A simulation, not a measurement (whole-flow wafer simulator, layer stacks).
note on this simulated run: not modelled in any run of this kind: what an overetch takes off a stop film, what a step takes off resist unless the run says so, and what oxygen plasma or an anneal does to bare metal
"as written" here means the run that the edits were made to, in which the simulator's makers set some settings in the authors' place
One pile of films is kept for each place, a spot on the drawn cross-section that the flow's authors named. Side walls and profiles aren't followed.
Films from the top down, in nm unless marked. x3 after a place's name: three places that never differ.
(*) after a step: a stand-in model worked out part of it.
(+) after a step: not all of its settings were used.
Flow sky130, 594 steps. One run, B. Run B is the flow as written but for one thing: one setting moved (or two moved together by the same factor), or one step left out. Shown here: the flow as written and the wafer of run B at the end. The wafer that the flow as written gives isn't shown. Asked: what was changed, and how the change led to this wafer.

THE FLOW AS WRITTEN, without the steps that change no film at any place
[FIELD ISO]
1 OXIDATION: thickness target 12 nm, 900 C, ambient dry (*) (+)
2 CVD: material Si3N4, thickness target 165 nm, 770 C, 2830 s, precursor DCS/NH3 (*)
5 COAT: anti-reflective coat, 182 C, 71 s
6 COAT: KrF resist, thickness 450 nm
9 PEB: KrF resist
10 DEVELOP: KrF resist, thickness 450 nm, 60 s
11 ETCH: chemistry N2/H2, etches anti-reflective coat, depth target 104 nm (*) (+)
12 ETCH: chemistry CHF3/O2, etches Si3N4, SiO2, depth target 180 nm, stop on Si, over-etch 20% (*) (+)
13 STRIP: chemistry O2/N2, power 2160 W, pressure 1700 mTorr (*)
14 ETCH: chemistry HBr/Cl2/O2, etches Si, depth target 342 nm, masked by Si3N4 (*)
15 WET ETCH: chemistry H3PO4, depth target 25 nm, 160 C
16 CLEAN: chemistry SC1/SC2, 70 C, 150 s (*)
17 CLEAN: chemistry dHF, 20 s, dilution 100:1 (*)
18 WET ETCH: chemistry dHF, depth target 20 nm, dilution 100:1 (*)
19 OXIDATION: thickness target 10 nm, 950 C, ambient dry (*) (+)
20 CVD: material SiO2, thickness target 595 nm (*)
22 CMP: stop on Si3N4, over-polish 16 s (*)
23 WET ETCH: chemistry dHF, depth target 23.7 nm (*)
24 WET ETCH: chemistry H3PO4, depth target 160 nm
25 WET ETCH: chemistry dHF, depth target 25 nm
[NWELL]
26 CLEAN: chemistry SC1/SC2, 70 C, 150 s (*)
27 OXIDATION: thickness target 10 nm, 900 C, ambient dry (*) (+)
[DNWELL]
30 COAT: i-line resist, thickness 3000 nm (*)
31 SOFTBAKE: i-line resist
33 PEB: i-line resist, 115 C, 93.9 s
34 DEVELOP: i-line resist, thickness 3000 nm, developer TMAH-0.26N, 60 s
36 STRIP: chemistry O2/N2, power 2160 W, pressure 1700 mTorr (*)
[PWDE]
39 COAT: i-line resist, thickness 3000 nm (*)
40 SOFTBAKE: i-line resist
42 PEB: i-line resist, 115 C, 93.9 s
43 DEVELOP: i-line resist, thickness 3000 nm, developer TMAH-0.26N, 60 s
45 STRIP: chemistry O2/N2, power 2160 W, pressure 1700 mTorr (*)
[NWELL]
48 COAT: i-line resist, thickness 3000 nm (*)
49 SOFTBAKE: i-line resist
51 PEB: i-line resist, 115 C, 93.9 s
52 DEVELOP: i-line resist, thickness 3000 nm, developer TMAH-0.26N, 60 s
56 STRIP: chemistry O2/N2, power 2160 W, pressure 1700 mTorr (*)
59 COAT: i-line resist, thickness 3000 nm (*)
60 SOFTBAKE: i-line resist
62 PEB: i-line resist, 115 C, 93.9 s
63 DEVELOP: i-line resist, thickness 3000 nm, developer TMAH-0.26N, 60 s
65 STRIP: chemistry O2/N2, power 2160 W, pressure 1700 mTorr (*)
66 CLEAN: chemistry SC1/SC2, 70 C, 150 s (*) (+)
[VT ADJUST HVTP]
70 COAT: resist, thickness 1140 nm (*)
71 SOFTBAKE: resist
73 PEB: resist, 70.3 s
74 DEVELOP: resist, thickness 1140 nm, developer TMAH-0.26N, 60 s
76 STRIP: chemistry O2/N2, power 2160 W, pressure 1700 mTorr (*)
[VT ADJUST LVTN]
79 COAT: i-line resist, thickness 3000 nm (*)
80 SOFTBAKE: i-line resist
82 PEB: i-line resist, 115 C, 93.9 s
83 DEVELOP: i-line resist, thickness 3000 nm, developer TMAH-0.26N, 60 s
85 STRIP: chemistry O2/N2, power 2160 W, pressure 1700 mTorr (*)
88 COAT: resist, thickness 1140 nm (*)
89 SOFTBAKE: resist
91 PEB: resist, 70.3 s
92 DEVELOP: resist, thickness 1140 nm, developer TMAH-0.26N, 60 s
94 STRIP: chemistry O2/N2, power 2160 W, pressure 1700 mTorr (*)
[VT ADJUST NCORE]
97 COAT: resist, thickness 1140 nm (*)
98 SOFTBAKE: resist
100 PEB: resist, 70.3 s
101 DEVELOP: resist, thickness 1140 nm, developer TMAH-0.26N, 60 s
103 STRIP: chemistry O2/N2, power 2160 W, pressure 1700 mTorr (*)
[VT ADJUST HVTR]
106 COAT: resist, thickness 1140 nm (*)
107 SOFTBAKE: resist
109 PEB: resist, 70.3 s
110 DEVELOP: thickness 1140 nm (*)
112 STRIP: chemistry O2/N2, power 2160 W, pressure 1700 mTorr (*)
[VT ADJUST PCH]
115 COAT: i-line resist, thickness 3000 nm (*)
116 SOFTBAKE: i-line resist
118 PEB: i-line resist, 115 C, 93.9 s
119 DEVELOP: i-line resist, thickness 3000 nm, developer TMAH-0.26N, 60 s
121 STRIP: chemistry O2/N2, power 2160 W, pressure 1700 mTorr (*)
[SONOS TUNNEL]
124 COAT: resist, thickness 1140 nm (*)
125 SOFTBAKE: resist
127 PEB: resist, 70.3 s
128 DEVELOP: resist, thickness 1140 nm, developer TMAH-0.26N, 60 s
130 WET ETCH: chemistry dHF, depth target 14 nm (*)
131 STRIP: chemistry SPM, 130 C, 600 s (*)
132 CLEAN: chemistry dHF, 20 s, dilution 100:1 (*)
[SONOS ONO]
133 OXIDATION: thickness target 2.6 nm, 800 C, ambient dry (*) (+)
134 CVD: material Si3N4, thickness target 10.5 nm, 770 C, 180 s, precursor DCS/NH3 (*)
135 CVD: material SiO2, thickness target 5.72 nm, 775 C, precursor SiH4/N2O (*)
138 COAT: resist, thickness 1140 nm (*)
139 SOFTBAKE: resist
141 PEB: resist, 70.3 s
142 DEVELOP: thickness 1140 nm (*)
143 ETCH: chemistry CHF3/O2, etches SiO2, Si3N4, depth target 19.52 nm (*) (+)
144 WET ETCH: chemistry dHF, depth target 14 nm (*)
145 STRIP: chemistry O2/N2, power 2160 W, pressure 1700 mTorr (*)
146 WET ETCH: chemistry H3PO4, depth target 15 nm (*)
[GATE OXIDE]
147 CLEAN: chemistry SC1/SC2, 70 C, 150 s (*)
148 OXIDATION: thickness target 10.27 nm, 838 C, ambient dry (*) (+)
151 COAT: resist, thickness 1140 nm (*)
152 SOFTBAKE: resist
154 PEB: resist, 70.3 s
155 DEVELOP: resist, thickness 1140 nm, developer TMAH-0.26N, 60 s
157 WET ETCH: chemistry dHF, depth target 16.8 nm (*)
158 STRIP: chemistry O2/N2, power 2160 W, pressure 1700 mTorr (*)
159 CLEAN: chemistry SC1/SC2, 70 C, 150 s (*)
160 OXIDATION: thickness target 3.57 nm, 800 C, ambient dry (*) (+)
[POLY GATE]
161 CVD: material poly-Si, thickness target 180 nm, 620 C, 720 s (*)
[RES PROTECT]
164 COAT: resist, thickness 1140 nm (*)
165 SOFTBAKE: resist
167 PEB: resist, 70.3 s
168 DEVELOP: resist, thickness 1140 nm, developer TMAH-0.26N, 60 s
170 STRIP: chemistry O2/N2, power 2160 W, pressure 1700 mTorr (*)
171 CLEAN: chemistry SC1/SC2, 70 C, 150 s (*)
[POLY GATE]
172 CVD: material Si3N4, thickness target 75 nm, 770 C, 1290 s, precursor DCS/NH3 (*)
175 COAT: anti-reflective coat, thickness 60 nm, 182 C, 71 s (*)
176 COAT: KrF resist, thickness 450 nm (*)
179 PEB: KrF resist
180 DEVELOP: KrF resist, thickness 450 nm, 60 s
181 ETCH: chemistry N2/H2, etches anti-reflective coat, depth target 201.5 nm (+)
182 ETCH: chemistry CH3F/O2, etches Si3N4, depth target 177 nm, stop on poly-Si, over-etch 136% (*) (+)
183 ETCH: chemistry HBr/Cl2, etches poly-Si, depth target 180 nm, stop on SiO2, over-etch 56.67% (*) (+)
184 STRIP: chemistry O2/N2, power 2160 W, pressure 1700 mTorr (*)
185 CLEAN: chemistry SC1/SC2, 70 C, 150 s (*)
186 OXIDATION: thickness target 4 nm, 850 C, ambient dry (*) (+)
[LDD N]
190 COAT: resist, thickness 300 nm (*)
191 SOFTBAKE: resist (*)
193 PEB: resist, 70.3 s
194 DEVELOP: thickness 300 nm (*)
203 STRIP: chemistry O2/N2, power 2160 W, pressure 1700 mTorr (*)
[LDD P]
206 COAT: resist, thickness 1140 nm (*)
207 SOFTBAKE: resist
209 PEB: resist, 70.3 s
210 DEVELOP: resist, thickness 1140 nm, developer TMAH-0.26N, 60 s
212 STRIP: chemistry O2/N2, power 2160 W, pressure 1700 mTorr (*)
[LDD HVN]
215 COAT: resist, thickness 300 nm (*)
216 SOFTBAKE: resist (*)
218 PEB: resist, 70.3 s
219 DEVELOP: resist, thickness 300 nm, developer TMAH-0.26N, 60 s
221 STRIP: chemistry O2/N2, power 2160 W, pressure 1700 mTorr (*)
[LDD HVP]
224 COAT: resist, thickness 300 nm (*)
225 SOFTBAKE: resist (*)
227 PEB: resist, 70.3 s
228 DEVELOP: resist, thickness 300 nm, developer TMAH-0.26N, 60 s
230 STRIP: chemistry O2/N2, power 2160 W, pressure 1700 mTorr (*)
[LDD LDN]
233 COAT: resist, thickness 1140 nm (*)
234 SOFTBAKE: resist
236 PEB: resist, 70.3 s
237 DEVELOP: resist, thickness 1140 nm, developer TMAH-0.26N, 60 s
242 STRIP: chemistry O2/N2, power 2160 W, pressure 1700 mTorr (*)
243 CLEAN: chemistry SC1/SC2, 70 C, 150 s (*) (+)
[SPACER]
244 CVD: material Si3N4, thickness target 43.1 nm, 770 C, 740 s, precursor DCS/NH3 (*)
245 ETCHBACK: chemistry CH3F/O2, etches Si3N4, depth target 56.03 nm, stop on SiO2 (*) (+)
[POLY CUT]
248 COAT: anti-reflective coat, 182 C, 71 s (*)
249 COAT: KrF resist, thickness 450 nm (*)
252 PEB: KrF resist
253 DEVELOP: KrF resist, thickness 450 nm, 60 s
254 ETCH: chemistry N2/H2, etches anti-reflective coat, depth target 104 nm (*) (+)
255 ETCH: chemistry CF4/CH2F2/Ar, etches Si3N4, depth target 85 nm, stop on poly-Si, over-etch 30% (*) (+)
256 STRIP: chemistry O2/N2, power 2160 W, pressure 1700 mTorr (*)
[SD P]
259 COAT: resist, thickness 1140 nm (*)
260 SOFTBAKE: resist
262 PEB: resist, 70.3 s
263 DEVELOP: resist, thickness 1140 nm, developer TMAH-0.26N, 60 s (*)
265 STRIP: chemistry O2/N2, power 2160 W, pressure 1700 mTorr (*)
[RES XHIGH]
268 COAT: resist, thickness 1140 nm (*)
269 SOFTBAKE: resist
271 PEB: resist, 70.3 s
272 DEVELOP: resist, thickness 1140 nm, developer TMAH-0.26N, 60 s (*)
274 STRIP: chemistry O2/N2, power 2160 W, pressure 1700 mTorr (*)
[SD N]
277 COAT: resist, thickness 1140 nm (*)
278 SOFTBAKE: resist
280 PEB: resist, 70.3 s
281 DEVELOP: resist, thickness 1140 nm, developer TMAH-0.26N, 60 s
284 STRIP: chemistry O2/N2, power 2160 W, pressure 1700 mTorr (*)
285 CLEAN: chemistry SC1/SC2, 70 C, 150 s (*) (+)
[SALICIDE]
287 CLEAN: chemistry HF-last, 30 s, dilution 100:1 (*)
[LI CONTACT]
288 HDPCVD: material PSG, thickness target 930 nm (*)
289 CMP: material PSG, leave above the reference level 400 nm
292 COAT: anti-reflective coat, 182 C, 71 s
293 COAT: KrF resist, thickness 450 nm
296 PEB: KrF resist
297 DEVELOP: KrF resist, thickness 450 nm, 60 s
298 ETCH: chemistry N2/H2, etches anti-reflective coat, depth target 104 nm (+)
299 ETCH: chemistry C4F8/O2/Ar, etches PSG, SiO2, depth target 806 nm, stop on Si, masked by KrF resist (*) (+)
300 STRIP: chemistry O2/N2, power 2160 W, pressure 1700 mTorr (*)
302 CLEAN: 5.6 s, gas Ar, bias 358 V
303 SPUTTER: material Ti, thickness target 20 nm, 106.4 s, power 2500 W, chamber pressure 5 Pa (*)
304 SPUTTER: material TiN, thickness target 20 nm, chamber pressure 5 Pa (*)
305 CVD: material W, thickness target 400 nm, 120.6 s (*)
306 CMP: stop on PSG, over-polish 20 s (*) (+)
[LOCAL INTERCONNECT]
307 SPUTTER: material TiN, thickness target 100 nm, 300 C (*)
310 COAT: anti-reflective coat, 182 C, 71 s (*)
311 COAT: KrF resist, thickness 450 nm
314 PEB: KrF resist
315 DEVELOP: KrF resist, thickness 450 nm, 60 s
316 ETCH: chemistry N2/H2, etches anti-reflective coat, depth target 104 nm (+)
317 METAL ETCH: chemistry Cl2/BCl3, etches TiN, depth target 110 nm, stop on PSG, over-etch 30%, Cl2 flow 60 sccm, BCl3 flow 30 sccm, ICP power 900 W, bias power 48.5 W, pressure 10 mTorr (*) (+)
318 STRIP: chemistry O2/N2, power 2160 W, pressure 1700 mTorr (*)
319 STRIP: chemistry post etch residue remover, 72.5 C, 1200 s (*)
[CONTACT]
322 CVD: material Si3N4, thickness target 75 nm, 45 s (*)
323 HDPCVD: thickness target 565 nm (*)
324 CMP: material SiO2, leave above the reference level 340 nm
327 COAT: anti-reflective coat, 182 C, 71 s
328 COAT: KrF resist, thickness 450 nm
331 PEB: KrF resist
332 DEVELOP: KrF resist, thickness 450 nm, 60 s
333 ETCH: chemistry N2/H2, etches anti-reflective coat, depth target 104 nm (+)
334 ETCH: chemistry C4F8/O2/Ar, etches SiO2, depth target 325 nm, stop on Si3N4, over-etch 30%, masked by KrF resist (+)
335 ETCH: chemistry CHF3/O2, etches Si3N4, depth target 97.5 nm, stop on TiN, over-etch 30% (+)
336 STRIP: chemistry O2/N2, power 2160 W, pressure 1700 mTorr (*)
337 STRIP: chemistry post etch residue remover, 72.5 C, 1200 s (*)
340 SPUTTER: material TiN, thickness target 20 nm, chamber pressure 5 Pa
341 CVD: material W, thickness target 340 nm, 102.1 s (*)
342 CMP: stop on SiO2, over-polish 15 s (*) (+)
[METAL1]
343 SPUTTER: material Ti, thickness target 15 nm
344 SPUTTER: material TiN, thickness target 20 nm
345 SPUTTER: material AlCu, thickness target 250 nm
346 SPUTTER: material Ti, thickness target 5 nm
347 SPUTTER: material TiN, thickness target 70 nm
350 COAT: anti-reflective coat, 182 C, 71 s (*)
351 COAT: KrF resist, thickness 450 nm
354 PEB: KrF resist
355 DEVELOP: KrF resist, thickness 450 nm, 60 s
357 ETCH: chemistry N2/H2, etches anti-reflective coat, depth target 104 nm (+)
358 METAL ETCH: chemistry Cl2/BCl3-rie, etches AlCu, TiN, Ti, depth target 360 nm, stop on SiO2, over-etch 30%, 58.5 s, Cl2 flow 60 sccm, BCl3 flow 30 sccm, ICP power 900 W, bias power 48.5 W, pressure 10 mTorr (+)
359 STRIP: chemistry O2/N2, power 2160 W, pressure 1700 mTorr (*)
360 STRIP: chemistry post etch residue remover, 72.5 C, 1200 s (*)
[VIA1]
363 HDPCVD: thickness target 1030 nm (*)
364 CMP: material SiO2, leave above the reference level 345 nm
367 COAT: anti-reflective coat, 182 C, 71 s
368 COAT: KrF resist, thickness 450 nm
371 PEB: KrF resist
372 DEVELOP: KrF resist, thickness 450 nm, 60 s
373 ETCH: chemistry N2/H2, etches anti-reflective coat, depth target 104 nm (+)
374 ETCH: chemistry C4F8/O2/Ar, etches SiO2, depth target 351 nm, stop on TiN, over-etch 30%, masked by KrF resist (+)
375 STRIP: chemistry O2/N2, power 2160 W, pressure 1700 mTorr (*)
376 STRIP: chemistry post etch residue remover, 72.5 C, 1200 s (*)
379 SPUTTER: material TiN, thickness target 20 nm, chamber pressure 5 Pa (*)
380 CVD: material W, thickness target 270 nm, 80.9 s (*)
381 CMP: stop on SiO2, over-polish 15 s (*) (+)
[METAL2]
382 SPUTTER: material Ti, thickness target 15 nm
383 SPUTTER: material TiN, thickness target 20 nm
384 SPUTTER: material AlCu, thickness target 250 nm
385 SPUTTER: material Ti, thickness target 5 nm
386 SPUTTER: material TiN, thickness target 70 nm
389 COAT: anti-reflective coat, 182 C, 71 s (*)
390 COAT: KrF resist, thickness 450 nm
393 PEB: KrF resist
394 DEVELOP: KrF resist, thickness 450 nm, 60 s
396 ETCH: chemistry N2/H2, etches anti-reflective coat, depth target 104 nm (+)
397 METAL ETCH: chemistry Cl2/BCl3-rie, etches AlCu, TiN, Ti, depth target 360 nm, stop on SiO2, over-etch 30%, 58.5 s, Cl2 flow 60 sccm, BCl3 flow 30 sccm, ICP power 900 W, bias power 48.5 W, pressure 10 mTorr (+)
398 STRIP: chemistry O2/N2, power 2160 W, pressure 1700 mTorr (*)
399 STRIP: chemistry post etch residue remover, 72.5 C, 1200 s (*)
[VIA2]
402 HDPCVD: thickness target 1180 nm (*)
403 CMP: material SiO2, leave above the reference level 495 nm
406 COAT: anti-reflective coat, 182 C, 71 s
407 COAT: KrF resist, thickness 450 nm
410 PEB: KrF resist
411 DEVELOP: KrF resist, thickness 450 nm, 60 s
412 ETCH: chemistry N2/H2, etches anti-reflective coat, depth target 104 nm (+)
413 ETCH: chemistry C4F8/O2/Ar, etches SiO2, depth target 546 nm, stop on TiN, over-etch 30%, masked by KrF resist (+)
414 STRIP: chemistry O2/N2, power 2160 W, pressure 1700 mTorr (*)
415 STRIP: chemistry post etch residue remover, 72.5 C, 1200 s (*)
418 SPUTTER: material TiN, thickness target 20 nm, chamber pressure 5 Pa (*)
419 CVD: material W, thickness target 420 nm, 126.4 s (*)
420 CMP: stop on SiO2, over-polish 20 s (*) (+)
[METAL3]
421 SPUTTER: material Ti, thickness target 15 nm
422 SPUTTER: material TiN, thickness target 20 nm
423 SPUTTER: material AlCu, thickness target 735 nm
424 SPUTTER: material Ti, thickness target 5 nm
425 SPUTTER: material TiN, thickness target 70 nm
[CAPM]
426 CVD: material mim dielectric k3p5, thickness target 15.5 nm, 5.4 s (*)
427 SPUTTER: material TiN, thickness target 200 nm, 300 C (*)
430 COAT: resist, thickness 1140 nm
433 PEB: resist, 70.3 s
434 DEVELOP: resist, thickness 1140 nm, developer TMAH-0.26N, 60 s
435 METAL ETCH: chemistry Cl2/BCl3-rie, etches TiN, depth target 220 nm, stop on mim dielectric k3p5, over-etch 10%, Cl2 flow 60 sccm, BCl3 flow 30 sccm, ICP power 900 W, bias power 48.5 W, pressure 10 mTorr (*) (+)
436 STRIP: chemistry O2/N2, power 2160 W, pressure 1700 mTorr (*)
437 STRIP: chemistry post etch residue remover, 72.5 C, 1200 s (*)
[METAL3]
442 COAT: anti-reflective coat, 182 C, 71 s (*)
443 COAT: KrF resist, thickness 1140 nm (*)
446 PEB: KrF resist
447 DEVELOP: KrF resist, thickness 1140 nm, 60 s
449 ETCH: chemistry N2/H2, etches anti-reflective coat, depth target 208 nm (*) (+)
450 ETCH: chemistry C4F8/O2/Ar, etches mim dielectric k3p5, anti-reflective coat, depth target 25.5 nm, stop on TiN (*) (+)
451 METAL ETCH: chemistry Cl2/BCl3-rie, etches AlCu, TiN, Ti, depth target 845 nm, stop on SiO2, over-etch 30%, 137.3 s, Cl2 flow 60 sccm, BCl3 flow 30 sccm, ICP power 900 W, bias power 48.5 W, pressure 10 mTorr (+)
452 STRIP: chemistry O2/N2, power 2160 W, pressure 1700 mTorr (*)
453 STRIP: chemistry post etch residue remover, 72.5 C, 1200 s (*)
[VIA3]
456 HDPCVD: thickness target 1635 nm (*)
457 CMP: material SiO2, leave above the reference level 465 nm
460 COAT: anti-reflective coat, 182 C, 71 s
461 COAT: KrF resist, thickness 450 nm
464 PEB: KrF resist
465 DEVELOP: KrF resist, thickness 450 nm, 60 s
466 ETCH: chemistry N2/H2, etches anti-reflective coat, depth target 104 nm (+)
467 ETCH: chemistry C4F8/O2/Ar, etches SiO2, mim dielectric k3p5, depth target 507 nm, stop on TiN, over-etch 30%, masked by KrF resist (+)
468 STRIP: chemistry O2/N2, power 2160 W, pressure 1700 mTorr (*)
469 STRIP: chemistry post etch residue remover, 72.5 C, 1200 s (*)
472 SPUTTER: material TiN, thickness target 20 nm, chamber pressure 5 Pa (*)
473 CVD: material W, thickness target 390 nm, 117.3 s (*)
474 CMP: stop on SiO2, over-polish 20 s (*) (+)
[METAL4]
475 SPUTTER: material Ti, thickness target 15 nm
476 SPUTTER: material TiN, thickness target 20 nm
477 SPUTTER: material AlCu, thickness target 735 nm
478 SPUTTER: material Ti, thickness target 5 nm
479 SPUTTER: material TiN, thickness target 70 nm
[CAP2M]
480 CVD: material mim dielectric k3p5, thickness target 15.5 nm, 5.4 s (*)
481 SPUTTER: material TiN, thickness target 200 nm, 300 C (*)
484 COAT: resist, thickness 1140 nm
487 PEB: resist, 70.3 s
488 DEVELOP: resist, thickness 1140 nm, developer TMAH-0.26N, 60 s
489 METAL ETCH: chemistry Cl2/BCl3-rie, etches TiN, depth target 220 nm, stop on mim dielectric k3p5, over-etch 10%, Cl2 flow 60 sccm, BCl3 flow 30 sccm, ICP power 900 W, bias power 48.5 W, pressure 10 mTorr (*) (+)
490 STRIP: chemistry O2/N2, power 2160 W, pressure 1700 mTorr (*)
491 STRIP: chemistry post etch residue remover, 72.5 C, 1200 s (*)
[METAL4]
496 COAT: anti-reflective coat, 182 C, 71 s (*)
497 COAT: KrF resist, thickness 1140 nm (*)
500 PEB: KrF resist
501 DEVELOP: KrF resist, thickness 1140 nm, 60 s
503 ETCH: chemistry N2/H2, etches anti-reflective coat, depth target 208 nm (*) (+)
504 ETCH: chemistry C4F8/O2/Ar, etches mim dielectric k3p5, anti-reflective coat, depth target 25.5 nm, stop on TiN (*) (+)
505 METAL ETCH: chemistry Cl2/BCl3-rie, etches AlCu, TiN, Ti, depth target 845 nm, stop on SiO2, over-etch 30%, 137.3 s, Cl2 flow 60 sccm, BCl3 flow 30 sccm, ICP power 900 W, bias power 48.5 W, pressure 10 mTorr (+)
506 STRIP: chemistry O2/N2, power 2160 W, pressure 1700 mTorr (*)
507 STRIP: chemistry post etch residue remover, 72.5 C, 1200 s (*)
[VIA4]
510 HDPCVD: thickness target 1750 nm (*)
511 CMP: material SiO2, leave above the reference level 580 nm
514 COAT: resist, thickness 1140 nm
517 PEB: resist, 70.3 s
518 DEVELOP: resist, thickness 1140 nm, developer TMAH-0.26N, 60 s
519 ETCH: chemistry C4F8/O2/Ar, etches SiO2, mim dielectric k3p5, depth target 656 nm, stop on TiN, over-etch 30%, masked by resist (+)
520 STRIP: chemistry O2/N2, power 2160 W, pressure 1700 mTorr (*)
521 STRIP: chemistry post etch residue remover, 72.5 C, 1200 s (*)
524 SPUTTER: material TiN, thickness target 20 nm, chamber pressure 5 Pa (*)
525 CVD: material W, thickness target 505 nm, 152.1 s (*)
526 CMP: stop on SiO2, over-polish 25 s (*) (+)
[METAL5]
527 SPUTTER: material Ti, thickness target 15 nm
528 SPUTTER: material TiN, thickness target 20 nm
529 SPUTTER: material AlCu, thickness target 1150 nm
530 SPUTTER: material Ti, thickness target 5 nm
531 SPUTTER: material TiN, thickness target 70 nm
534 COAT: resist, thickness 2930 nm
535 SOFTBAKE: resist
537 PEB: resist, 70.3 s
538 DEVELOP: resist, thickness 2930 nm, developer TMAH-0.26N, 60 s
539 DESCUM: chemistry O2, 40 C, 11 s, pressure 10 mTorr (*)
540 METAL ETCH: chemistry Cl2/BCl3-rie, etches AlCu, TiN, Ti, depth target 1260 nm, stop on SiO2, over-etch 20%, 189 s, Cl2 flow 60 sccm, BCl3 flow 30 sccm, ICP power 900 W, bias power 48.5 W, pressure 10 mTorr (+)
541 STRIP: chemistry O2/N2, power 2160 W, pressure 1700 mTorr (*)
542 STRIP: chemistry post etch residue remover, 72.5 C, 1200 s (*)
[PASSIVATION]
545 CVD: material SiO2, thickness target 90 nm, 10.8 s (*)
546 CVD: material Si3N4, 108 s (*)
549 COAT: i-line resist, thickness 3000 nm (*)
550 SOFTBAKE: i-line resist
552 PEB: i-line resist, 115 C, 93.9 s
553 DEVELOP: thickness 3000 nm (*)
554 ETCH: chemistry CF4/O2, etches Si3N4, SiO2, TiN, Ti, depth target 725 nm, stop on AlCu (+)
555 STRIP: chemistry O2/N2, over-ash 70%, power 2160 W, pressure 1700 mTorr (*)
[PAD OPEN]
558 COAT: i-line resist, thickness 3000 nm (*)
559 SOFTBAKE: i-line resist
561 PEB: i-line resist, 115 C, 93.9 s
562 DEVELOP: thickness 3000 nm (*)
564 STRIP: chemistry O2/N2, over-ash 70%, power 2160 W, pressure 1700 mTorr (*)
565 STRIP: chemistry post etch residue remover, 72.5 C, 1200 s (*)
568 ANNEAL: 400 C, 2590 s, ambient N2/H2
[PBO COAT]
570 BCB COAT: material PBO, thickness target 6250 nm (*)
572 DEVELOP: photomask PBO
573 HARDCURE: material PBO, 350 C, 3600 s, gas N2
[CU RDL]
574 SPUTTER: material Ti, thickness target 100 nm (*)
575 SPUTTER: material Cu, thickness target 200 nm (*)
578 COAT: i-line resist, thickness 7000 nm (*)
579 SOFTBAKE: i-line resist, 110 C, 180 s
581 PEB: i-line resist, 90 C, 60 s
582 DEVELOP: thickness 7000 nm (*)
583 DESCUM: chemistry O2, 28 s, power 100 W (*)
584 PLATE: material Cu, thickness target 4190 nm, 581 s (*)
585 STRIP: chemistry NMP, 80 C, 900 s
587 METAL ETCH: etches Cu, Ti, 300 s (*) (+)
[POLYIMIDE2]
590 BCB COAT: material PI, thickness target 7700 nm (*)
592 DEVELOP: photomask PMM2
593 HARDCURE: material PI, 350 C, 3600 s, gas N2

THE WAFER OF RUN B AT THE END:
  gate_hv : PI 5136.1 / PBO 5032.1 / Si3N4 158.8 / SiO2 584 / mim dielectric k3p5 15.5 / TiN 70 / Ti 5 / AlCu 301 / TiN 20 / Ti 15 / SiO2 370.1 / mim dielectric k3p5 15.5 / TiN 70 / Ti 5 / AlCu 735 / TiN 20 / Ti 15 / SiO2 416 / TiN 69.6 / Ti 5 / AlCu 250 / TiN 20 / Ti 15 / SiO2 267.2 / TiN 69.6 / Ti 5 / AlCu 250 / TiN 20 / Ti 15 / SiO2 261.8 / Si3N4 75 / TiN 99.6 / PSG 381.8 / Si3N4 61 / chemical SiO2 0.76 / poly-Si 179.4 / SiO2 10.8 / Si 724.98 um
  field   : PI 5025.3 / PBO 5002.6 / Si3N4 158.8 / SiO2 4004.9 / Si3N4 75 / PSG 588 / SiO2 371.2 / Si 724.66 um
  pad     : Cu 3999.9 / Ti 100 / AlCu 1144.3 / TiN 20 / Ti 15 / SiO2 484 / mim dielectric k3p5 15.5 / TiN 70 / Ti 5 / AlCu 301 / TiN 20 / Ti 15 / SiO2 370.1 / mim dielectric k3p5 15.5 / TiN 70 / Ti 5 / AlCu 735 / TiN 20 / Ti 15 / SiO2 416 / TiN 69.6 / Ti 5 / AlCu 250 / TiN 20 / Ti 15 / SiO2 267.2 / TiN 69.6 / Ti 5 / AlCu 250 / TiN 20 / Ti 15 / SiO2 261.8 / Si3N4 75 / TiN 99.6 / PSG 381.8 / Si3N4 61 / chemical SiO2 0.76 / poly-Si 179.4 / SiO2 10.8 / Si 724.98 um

The cause: step 477, SPUTTER: thickness target 301 nm was run, where the flow has thickness target 735 nm.
It can be read off the wafer: gate_hv has AlCu 301, and step 477 as written asks for 735 nm.

How the change led to this, step by step:
  477 SPUTTER: material AlCu, thickness target 735 nm
      field, active, n_well and 189 more: AlCu +301 (new film) (as written it would be: AlCu +735 (new film))
  505 METAL ETCH: chemistry Cl2/BCl3-rie, etches AlCu, TiN, Ti, depth target 845 nm, stop on SiO2, over-etch 30%, 137.3 s, Cl2 flow 60 sccm, BCl3 flow 30 sccm, ICP power 900 W, bias power 48.5 W, pressure 10 mTorr (+)
      field, gate, spacer and 68 more: TiN -70 (all of it), Ti -5 (all of it), AlCu -301 (all of it), TiN -20 (all of it), Ti -15 (all of it), SiO2 -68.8 (as written it would be: TiN -70 (all of it), Ti -5 (all of it), AlCu -735 (all of it), TiN -20 (all of it), Ti -15 (all of it), SiO2 -25.4)
      active, vpp_iso1, mim_edge_plate and 14 more: TiN -70 (all of it), Ti -5 (all of it), AlCu -301 (all of it), TiN -20 (all of it), Ti -15 (all of it), SiO2 -68.8 (as written it would be: TiN -70 (all of it), Ti -5 (all of it), AlCu -735 (all of it), TiN -20 (all of it), Ti -15 (all of it), SiO2 -25.3)
  511 CMP: material SiO2, leave above the reference level 580 nm
      field, active, gate and 77 more: SiO2 -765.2 (as written it would be: SiO2 -374.7)
      iso_guard__w1, mim_edge_gap, vpp_m3ln, via2_enc: SiO2 -765.3 (as written it would be: SiO2 -374.6)
      (and at 4 more places)
